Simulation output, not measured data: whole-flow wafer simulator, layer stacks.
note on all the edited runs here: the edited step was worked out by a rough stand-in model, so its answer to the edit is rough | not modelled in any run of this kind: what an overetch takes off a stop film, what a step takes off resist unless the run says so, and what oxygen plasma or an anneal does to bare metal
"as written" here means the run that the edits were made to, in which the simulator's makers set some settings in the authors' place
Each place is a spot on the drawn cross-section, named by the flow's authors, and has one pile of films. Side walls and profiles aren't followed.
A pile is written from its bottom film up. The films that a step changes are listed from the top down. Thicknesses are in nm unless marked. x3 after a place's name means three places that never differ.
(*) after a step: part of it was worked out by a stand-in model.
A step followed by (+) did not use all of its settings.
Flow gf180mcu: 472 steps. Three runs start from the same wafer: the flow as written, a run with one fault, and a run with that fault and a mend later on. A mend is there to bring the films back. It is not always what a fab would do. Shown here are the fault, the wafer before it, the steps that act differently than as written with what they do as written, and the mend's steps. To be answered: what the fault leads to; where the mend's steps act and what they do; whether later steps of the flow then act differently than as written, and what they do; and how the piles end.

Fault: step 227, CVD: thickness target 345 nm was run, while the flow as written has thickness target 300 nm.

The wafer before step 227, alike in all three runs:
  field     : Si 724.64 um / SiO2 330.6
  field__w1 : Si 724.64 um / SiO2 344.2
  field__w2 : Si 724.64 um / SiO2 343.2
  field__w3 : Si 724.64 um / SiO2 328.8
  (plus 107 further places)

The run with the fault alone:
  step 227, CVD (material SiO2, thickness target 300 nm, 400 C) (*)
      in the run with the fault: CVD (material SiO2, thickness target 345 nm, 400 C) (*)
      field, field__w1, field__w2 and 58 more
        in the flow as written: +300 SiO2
        in the run with the fault: +345 SiO2
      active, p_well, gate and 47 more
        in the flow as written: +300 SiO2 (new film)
        in the run with the fault: +345 SiO2 (new film)
  Steps further on in the flow that do not act as written (3 more steps, not shown, differ only slightly: by at most 2% or 0.5 nm, whichever is larger):
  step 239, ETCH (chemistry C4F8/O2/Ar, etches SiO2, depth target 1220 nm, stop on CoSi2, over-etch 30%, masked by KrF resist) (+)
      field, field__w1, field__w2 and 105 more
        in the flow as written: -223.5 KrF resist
        in the run with the fault: -235.2 KrF resist
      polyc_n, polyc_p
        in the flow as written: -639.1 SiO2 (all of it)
        in the run with the fault: -684.1 SiO2 (all of it)
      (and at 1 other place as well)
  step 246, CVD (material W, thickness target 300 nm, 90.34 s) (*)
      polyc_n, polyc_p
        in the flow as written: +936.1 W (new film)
        in the run with the fault: +981.1 W (new film)
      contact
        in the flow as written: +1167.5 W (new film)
        in the run with the fault: +1212.9 W (new film)
  The piles end different from the flow's at field__w8, contact, m1 and 6 more by more than 2% or 0.5 nm, whichever is larger.
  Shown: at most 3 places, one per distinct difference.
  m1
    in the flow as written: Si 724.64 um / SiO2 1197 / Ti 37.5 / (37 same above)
    in the run with the fault: Si 724.64 um / SiO2 1242 / Ti 37.5 / (37 same above)
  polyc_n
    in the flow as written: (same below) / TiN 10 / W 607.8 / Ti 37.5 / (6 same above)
    in the run with the fault: (same below) / TiN 10 / W 652.8 / Ti 37.5 / (6 same above)
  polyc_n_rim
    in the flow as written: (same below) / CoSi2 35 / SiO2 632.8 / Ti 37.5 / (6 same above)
    in the run with the fault: (same below) / CoSi2 35 / SiO2 677.8 / Ti 37.5 / (6 same above)

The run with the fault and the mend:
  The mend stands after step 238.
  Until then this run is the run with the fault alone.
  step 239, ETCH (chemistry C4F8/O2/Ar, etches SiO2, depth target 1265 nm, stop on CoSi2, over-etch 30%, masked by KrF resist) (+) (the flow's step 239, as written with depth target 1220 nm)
      field, field__w1, field__w2 and 105 more
        -235.2 KrF resist
      polyc_n, polyc_p
        -684.1 SiO2 (all of it)
      contact
        -904.5 SiO2 (all of it)
  Steps further on in the flow that do not act as written (3 more steps, not shown, differ only slightly: by at most 2% or 0.5 nm, whichever is larger):
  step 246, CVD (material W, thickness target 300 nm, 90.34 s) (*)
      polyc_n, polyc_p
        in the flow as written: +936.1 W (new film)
        in the run with the mend: +981.1 W (new film)
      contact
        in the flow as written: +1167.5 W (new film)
        in the run with the mend: +1212.9 W (new film)
  The piles end different from the flow's at field__w8, contact, m1 and 6 more by more than 2% or 0.5 nm, whichever is larger.
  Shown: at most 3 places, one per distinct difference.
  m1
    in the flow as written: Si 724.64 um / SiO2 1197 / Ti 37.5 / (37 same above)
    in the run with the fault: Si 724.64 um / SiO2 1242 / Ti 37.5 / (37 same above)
    in the run with the mend: Si 724.64 um / SiO2 1242 / Ti 37.5 / (37 same above)
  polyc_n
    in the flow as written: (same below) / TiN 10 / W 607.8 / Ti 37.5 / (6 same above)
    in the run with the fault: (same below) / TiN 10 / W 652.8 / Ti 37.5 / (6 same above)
    in the run with the mend: (same below) / TiN 10 / W 652.8 / Ti 37.5 / (6 same above)
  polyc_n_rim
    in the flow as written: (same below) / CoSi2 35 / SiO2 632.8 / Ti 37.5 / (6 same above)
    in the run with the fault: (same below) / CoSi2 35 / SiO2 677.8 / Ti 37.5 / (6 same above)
    in the run with the mend: (same below) / CoSi2 35 / SiO2 677.8 / Ti 37.5 / (6 same above)
